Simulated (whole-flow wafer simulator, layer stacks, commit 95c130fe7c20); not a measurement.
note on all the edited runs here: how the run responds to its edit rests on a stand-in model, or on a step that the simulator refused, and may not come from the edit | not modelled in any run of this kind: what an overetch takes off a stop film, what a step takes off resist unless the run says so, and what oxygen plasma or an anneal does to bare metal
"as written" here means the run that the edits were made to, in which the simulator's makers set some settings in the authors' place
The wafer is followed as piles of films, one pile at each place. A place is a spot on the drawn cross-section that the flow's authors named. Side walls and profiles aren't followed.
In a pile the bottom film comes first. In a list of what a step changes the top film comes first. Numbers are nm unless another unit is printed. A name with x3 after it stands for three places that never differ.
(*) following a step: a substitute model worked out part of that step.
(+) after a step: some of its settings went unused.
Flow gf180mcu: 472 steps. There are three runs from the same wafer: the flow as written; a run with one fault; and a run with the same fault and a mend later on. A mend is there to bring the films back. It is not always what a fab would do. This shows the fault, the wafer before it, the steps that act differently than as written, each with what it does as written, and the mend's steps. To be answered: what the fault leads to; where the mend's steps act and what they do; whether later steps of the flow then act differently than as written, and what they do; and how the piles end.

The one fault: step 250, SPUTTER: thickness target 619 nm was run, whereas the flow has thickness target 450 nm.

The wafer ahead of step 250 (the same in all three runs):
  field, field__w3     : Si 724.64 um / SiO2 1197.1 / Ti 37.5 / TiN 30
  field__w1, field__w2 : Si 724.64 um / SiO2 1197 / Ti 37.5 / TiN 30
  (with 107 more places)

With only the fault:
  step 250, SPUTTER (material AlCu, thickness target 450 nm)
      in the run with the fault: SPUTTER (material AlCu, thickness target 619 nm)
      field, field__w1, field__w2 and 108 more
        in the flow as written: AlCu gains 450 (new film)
        in the run with the fault: AlCu gains 619 (new film)
  Steps further on in the flow that do not act as written:
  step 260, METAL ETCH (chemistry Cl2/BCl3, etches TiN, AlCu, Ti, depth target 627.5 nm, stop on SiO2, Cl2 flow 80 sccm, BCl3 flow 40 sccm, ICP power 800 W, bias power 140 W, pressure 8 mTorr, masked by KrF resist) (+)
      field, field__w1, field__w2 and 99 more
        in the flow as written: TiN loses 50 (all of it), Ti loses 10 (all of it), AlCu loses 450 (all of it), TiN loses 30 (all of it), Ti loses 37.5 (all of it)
        in the run with the fault: TiN loses 50 (all of it), Ti loses 10 (all of it), AlCu loses 567.5
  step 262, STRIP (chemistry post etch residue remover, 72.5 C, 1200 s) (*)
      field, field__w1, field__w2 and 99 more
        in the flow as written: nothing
        in the run with the fault: AlCu loses 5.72
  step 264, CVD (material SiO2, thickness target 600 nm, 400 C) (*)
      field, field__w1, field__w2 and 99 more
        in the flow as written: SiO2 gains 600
        in the run with the fault: SiO2 gains 600 (new film)
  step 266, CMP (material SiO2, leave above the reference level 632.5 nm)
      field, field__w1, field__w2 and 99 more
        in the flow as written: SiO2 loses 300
        in the run with the fault: SiO2 loses 244.3
  At field, field__w1, field__w2 and 109 more, the piles at the end differ from the flow's by more than 2% or 0.5 nm, whichever is larger.
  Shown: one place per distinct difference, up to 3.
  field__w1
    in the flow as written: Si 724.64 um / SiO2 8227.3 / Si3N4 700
    in the run with the fault: Si 724.64 um / SiO2 1197 / Ti 37.5 / TiN 30 / AlCu 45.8 / SiO2 7086 / Si3N4 700
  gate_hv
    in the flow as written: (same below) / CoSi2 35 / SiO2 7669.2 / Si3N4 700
    in the run with the fault: (same below) / CoSi2 35 / SiO2 638.9 / Ti 37.5 / TiN 30 / AlCu 45.8 / SiO2 7086 / Si3N4 700
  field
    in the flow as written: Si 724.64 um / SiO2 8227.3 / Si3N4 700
    in the run with the fault: Si 724.64 um / SiO2 1197.1 / Ti 37.5 / TiN 30 / AlCu 45.8 / SiO2 7086 / Si3N4 700

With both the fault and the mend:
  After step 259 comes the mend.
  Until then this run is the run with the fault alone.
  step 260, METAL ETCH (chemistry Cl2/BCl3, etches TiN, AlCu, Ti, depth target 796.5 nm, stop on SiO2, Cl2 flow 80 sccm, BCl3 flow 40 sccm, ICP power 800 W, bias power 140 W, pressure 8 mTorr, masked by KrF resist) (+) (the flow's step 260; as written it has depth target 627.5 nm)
      field, field__w1, field__w2 and 99 more
        TiN loses 50 (all of it), Ti loses 10 (all of it), AlCu loses 619 (all of it), TiN loses 30 (all of it), Ti loses 37.5 (all of it)
      field__w8, contact, m1 and 6 more
        KrF resist loses 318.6
  Steps further on in the flow that do not act as written:
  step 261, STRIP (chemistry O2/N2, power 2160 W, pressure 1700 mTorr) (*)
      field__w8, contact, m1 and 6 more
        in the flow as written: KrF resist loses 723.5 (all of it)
        in the run with the mend: KrF resist loses 655.9 (all of it)
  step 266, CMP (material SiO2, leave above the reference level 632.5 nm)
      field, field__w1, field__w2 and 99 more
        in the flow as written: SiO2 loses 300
        in the run with the mend: SiO2 loses 131
  At field, field__w1, field__w2 and 109 more, the piles at the end differ from the flow's by more than 2% or 0.5 nm, whichever is larger.
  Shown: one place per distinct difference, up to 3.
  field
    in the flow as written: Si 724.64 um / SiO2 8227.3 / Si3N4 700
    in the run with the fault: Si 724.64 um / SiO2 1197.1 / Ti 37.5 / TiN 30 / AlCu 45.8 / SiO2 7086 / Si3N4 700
    in the run with the mend: Si 724.64 um / SiO2 8396.3 / Si3N4 700
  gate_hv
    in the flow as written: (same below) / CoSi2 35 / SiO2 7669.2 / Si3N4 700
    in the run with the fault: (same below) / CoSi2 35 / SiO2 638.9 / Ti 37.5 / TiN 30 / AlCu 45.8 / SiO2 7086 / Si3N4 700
    in the run with the mend: (same below) / CoSi2 35 / SiO2 7838.2 / Si3N4 700
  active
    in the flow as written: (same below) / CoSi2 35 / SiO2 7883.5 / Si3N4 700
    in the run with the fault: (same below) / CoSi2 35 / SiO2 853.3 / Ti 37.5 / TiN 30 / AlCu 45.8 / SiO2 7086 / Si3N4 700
    in the run with the mend: (same below) / CoSi2 35 / SiO2 8052.5 / Si3N4 700
